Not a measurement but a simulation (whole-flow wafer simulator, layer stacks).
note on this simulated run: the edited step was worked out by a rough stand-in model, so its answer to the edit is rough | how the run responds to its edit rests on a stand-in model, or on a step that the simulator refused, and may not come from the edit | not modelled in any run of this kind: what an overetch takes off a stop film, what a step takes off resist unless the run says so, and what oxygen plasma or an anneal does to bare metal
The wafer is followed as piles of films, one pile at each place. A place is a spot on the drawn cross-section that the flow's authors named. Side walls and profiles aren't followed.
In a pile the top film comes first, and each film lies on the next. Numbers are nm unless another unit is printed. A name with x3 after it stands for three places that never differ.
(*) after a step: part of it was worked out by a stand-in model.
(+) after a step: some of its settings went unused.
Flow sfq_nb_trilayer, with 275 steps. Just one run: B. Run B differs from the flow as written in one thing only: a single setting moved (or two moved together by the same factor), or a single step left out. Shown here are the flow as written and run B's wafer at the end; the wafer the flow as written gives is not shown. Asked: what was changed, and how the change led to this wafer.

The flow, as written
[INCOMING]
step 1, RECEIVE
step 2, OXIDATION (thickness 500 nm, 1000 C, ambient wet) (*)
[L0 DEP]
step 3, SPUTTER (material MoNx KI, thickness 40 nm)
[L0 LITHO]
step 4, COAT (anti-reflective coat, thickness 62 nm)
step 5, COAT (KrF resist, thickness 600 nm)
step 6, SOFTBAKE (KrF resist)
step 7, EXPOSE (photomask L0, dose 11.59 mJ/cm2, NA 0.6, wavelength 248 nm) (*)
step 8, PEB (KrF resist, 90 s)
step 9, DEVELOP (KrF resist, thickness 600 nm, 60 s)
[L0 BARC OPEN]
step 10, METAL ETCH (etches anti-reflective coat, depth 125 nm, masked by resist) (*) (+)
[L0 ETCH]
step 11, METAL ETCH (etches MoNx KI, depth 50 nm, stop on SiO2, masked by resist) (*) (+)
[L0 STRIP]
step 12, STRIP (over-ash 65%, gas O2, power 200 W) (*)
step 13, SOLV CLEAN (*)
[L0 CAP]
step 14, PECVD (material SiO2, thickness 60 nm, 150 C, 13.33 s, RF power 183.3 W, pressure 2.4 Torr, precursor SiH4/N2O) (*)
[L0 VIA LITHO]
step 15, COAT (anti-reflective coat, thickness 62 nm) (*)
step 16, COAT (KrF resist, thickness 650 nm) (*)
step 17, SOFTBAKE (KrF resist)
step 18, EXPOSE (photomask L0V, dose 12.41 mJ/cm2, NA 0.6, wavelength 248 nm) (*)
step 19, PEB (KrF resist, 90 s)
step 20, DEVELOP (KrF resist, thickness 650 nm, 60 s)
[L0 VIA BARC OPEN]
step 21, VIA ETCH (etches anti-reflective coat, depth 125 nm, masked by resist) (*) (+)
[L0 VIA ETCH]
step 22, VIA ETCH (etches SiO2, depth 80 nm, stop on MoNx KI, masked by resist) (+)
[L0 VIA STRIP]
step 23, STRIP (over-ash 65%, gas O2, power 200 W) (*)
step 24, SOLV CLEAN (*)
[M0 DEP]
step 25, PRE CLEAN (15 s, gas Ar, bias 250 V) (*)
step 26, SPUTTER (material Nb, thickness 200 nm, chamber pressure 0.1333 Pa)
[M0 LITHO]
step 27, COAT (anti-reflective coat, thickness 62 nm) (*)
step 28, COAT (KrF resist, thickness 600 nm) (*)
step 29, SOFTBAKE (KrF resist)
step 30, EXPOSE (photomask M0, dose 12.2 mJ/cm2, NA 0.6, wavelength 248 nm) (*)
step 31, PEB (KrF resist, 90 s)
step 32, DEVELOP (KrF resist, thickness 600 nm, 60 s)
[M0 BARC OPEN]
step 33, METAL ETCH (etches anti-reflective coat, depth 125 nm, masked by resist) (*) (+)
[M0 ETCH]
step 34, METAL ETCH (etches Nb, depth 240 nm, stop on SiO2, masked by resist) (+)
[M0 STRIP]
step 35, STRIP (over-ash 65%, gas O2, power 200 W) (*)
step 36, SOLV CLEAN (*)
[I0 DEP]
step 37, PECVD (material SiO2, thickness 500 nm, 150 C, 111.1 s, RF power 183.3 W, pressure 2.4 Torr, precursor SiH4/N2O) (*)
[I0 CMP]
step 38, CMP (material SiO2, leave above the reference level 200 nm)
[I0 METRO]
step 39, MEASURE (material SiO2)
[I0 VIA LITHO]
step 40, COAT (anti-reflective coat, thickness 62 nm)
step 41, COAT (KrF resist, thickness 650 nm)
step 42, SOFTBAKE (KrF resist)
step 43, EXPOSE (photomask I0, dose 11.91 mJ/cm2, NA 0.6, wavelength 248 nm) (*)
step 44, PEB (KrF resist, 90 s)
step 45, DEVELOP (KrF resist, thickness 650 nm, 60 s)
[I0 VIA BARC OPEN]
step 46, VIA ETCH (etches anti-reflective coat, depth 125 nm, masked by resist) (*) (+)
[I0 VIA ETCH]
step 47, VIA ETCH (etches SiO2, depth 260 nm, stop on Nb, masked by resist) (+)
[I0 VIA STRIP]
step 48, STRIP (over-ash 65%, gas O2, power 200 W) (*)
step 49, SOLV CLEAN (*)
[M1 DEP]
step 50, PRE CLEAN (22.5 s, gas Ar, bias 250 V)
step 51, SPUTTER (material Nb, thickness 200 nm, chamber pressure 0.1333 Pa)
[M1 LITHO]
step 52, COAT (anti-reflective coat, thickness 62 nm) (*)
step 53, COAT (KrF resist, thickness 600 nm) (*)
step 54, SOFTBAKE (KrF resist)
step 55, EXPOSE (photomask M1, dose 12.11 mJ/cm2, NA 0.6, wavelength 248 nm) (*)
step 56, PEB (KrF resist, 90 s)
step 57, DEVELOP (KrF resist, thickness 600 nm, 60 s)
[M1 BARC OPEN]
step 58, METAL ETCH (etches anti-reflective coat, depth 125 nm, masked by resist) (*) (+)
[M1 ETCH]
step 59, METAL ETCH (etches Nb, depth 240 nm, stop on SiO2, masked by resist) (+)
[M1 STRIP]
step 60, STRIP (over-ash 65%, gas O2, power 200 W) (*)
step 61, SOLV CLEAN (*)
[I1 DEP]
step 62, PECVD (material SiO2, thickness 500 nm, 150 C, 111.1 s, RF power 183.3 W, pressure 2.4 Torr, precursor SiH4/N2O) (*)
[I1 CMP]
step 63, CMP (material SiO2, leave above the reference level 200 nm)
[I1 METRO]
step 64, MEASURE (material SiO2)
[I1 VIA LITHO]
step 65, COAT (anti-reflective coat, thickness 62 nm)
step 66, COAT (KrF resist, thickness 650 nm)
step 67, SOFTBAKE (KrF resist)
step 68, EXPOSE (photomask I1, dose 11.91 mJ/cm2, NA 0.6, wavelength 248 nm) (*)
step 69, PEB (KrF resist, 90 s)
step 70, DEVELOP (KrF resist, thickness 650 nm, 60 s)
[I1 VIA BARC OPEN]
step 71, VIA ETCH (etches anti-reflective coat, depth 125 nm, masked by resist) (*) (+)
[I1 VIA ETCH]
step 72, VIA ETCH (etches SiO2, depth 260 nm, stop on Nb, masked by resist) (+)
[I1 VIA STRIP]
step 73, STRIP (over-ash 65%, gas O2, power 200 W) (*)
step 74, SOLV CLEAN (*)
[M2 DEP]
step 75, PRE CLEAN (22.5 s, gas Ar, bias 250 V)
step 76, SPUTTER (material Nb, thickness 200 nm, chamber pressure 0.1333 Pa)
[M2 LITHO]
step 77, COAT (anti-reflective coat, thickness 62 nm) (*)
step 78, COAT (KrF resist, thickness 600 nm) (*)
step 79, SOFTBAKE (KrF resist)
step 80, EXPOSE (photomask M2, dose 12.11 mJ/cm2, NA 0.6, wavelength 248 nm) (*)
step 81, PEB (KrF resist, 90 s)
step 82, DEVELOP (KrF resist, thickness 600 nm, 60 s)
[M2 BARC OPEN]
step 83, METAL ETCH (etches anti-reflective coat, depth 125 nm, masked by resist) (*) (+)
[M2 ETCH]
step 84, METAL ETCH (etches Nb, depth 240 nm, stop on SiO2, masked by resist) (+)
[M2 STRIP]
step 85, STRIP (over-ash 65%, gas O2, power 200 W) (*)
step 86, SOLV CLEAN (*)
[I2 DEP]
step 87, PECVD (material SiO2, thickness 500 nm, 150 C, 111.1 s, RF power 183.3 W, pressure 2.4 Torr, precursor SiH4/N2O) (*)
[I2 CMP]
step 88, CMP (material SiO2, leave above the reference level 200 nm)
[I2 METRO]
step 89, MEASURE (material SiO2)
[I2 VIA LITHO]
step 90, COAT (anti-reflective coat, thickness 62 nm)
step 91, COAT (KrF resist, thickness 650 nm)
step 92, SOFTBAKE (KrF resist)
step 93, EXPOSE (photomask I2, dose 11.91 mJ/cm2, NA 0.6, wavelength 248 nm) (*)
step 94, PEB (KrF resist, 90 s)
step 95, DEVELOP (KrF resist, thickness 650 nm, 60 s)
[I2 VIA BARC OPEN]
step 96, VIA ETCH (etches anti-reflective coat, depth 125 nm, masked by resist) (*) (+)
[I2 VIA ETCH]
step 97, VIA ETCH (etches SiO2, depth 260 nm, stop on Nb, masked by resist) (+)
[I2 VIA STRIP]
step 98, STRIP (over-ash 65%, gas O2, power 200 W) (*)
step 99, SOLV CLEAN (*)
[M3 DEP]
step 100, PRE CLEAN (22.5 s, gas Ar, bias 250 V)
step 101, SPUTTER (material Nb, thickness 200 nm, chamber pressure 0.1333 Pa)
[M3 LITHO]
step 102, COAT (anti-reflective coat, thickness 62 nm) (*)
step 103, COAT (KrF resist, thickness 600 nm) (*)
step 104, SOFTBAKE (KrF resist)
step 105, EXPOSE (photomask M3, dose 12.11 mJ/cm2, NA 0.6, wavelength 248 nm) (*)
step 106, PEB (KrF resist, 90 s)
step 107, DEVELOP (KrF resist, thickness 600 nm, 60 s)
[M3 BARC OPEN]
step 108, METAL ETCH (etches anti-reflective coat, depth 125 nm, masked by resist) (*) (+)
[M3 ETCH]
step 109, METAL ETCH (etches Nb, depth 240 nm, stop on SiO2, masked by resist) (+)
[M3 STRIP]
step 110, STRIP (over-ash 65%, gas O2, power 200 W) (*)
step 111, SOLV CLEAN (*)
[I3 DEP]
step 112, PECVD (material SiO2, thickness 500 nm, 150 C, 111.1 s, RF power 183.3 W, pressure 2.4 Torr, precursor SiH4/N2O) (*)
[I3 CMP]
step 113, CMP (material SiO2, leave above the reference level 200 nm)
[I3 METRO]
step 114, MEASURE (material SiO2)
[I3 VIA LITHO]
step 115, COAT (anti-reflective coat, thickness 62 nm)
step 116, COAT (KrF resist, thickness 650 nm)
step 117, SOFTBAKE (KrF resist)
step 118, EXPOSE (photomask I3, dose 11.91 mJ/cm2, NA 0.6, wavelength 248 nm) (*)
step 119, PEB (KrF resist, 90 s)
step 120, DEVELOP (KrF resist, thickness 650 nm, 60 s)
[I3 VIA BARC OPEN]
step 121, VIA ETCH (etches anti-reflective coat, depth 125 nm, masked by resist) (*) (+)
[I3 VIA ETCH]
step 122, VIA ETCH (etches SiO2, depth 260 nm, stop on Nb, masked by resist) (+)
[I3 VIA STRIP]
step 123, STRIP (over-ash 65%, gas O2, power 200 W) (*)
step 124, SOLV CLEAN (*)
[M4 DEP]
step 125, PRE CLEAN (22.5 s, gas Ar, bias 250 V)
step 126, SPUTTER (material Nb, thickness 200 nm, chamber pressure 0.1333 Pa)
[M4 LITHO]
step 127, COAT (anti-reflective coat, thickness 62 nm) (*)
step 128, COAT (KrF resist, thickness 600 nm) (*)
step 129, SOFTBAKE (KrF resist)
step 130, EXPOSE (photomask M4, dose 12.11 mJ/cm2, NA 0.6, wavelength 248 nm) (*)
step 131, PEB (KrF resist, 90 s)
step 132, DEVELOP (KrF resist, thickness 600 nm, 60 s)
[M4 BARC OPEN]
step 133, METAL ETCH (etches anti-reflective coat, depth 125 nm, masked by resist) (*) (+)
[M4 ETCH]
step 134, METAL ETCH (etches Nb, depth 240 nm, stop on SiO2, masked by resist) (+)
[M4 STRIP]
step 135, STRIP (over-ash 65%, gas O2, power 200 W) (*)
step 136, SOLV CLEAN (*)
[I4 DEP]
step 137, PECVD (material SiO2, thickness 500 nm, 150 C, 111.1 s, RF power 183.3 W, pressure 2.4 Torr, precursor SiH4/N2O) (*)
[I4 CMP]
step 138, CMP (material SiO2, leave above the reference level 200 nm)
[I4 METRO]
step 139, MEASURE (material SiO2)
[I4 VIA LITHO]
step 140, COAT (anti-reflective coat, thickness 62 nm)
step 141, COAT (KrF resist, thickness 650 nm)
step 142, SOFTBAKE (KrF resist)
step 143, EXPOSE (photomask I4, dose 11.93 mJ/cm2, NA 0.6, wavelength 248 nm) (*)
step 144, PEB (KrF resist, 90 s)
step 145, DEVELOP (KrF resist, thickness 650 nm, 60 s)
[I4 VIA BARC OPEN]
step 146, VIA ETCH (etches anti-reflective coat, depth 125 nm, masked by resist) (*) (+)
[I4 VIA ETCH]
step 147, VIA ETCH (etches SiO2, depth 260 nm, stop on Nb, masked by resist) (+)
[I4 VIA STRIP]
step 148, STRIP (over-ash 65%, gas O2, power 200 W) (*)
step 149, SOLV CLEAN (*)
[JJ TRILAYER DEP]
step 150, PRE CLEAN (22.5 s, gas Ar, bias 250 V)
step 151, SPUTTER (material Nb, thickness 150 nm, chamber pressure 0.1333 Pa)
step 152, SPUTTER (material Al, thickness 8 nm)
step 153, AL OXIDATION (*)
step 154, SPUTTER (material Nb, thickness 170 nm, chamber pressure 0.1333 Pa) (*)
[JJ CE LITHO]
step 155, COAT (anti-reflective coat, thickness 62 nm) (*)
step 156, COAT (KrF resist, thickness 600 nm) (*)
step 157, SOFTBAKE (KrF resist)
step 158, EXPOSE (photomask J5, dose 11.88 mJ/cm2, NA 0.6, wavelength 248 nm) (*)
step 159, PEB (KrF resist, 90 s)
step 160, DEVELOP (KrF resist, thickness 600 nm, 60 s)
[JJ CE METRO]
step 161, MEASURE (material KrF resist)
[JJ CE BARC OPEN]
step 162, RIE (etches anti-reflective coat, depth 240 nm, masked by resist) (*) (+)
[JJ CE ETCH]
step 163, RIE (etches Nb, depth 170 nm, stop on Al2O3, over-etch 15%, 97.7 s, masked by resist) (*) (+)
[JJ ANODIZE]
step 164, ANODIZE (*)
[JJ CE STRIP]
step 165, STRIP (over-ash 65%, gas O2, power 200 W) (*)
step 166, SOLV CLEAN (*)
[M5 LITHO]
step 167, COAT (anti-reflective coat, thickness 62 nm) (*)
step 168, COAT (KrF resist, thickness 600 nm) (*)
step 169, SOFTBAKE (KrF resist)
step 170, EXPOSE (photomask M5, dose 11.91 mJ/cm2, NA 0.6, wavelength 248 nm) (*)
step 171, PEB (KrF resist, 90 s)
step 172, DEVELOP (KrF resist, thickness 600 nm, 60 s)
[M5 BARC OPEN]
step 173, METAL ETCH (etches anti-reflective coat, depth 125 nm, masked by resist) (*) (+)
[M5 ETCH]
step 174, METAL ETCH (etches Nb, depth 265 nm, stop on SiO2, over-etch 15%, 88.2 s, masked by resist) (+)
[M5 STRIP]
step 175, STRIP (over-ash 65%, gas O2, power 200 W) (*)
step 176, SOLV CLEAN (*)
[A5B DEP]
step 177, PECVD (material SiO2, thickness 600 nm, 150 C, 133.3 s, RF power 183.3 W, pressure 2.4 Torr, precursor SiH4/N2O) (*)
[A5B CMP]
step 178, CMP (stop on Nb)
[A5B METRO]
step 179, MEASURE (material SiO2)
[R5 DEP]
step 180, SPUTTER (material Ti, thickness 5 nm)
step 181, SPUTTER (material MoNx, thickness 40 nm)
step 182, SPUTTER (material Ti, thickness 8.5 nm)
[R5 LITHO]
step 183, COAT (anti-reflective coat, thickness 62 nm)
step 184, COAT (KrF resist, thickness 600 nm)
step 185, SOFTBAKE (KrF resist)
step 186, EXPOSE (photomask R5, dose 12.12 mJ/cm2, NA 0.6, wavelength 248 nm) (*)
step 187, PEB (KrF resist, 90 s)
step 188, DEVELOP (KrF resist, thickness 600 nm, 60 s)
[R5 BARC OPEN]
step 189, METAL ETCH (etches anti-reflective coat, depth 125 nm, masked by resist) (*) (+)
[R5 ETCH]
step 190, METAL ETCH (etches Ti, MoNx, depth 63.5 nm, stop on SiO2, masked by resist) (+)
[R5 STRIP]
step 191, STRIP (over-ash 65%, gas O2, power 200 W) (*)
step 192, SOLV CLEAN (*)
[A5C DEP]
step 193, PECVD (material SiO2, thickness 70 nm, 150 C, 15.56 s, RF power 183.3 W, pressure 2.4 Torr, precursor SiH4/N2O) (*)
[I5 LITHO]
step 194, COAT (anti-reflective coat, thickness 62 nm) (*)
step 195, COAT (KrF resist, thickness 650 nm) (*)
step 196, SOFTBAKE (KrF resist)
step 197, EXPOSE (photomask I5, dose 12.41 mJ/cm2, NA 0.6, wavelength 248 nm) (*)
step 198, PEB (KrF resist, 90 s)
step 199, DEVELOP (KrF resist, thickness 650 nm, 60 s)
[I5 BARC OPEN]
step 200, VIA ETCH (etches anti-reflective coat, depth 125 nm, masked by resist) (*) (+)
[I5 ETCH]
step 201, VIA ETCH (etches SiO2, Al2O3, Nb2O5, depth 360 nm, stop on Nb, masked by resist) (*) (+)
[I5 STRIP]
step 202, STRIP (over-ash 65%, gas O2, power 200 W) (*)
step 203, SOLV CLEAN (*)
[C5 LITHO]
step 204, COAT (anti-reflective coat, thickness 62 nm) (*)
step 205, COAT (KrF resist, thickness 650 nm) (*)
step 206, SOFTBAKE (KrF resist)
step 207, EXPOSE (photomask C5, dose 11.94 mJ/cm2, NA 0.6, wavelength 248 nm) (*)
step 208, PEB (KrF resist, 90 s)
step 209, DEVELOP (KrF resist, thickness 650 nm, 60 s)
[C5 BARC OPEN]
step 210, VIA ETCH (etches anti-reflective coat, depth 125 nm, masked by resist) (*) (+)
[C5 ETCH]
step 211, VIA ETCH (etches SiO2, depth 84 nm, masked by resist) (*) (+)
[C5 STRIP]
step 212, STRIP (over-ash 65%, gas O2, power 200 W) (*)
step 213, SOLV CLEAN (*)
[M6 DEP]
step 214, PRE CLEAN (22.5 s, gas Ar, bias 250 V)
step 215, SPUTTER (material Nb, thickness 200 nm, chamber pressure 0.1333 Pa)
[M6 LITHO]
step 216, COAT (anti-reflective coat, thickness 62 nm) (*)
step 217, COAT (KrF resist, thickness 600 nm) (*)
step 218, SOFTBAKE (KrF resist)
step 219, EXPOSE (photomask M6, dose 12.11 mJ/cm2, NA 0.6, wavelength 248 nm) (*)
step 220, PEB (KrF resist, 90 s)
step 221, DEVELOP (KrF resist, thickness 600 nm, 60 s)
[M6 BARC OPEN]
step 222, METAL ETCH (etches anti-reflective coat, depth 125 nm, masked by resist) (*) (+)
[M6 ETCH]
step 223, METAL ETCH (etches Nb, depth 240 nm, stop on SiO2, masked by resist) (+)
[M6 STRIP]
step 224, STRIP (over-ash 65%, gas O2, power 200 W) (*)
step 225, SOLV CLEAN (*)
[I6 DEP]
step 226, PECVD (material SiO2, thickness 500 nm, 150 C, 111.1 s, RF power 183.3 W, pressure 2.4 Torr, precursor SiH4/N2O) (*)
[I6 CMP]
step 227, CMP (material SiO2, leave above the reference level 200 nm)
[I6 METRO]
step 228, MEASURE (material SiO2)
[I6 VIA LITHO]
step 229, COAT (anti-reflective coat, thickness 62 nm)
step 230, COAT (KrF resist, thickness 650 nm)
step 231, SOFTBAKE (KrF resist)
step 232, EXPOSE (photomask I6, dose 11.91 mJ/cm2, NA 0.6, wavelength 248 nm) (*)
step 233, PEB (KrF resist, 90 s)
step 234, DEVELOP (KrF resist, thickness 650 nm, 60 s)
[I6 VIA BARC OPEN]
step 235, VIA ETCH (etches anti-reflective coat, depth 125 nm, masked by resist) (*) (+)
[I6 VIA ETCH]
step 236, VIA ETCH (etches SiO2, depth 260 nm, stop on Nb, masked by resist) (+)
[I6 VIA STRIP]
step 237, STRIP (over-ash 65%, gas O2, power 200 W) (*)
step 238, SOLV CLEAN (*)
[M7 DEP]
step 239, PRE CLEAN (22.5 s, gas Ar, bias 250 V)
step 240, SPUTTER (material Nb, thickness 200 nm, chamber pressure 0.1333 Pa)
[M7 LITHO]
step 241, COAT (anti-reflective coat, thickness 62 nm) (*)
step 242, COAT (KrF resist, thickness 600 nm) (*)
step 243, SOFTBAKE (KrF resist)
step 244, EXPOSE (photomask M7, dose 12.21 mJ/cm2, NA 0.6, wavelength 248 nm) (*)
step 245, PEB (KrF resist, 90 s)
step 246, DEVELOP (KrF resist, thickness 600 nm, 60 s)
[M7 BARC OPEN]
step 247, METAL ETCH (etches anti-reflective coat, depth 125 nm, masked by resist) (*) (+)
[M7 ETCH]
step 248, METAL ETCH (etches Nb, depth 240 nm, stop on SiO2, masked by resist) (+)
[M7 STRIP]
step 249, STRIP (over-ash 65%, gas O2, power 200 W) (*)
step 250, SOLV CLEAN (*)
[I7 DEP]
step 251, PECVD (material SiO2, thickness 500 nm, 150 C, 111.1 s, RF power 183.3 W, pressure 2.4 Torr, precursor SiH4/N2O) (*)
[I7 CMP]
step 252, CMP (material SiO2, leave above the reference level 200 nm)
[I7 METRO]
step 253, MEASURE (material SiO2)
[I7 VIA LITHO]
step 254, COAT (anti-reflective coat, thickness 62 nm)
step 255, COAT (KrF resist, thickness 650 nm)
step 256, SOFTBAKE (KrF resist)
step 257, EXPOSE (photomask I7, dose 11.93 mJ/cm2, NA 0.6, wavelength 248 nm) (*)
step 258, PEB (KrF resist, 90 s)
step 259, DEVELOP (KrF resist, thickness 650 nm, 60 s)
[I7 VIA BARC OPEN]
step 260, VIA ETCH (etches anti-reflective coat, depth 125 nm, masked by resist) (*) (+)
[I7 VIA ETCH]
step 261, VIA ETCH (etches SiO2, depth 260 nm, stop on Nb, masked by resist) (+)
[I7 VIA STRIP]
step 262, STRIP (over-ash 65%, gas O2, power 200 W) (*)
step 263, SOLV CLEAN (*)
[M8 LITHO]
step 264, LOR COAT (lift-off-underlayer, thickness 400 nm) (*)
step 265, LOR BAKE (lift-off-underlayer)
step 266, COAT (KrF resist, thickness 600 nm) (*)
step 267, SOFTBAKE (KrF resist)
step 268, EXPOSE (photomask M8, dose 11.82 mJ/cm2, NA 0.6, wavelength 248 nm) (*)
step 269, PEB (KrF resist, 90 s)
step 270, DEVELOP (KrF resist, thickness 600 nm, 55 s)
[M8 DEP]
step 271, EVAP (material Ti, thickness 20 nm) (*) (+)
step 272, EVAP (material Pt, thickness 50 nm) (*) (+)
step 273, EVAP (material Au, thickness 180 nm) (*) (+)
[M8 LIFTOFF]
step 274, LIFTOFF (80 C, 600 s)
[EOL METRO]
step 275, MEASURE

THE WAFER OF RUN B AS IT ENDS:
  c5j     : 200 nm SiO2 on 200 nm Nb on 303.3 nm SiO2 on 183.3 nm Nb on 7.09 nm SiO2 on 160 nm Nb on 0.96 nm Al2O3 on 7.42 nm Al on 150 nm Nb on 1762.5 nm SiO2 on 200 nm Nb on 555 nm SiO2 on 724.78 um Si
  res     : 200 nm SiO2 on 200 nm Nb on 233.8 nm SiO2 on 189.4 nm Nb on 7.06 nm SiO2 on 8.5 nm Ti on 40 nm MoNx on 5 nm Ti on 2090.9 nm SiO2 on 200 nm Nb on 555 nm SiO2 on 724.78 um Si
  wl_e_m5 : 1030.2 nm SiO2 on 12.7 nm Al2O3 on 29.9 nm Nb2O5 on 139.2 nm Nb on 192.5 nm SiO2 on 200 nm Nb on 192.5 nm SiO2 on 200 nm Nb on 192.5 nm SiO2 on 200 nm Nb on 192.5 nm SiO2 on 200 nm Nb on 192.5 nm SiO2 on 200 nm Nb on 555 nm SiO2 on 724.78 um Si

Cause: step 193, PECVD: thickness 98.7 nm was run, while the flow as written has thickness 70 nm; step 193, PECVD: 21.93 s was run, where the flow has 15.56 s.

The path from the change to this, step by step:
  step 193, PECVD (material SiO2, thickness 70 nm, 150 C, 15.56 s, RF power 183.3 W, pressure 2.4 Torr, precursor SiH4/N2O) (*)
      field_l, v_sur, via_wl and 92 more: +98.7 SiO2 (it would be, as written: +70 SiO2)
      ce_l, c5j, ce_r and 8 more: +98.7 SiO2 (new film) (it would be, as written: +70 SiO2 (new film))
  step 201, VIA ETCH (etches SiO2, Al2O3, Nb2O5, depth 360 nm, stop on Nb, masked by resist) (*) (+)
      be: -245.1 SiO2 (all of it), -12.7 Al2O3 (all of it), -29.9 Nb2O5 (all of it) (it would be, as written: -216.4 SiO2 (all of it), -12.7 Al2O3 (all of it), -29.9 Nb2O5 (all of it))
  step 204, COAT (anti-reflective coat, thickness 62 nm) (*)
      wire: +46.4 anti-reflective coat (new film) (it would be, as written: +47.4 anti-reflective coat (new film))
      be: +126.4 anti-reflective coat (new film) (it would be, as written: +122.2 anti-reflective coat (new film))
      (and at 1 other place as well)
  step 205, COAT (KrF resist, thickness 650 nm) (*)
      be: +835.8 KrF resist (new film) (it would be, as written: +815.3 KrF resist (new film))
  step 211, VIA ETCH (etches SiO2, depth 84 nm, masked by resist) (*) (+)
      c5j: -84 SiO2 (it would be, as written: -69.9 SiO2 (all of it), -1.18 Nb)
      res: -84 SiO2 (it would be, as written: -69.9 SiO2 (all of it))
  step 212, STRIP (over-ash 65%, gas O2, power 200 W) (*)
      wire: -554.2 KrF resist (all of it), -46.4 anti-reflective coat (all of it) (it would be, as written: -555.8 KrF resist (all of it), -47.4 anti-reflective coat (all of it))
      be: -748.6 KrF resist (all of it), -126.4 anti-reflective coat (all of it) (it would be, as written: -728.2 KrF resist (all of it), -122.2 anti-reflective coat (all of it))
      (and at 1 other place as well)
  step 214, PRE CLEAN (22.5 s, gas Ar, bias 250 V)
      c5j: -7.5 SiO2 (it would be, as written: -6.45 Nb)
      res: -7.5 SiO2 (it would be, as written: -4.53 Ti)
  step 215, SPUTTER (material Nb, thickness 200 nm, chamber pressure 0.1333 Pa)
      c5j: +183.3 Nb (new film) (it would be, as written: +188.4 Nb)
      be: +141 Nb (it would be, as written: +147.3 Nb)
  step 216, COAT (anti-reflective coat, thickness 62 nm) (*)
      be: +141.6 anti-reflective coat (new film) (it would be, as written: +136.7 anti-reflective coat (new film))
      be_sur: +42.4 anti-reflective coat (new film) (it would be, as written: +43.8 anti-reflective coat (new film))
      (and at 5 other places as well)
  step 217, COAT (KrF resist, thickness 600 nm) (*)
      be: +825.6 KrF resist (new film) (it would be, as written: +793.9 KrF resist (new film))
  step 224, STRIP (over-ash 65%, gas O2, power 200 W) (*)
      be: -607.4 KrF resist (all of it), -141.6 anti-reflective coat (all of it) (it would be, as written: -575.8 KrF resist (all of it), -136.7 anti-reflective coat (all of it))
      be_sur: -373.3 KrF resist (all of it), -42.4 anti-reflective coat (all of it) (it would be, as written: -371.2 KrF resist (all of it), -43.8 anti-reflective coat (all of it))
      (and at 5 other places as well)
  step 226, PECVD (material SiO2, thickness 500 nm, 150 C, 111.1 s, RF power 183.3 W, pressure 2.4 Torr, precursor SiH4/N2O) (*)
      be: +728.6 SiO2 (new film) (it would be, as written: +693.5 SiO2 (new film))
      c5j: +533.8 SiO2 (new film) (it would be, as written: +514.7 SiO2 (new film))
  step 227, CMP (material SiO2, leave above the reference level 200 nm)
      res: -258.7 SiO2 (it would be, as written: -279.4 SiO2)
With metal films that touch counted as one body, c5j has 5 bodies (between them, from the top down: SiO2 303.3; SiO2 7.09; Al2O3 0.96; SiO2 1762.5); the flow as written gives 4 bodies (between them, from the top down: SiO2 284.2; Al2O3 0.96; SiO2 1762.5).
With metal films that touch counted as one body, res has 4 bodies (between them, from the top down: SiO2 233.8; SiO2 7.06; SiO2 2090.9); the flow as written gives 3 bodies (between them, from the top down: SiO2 213.1; SiO2 2090.9).
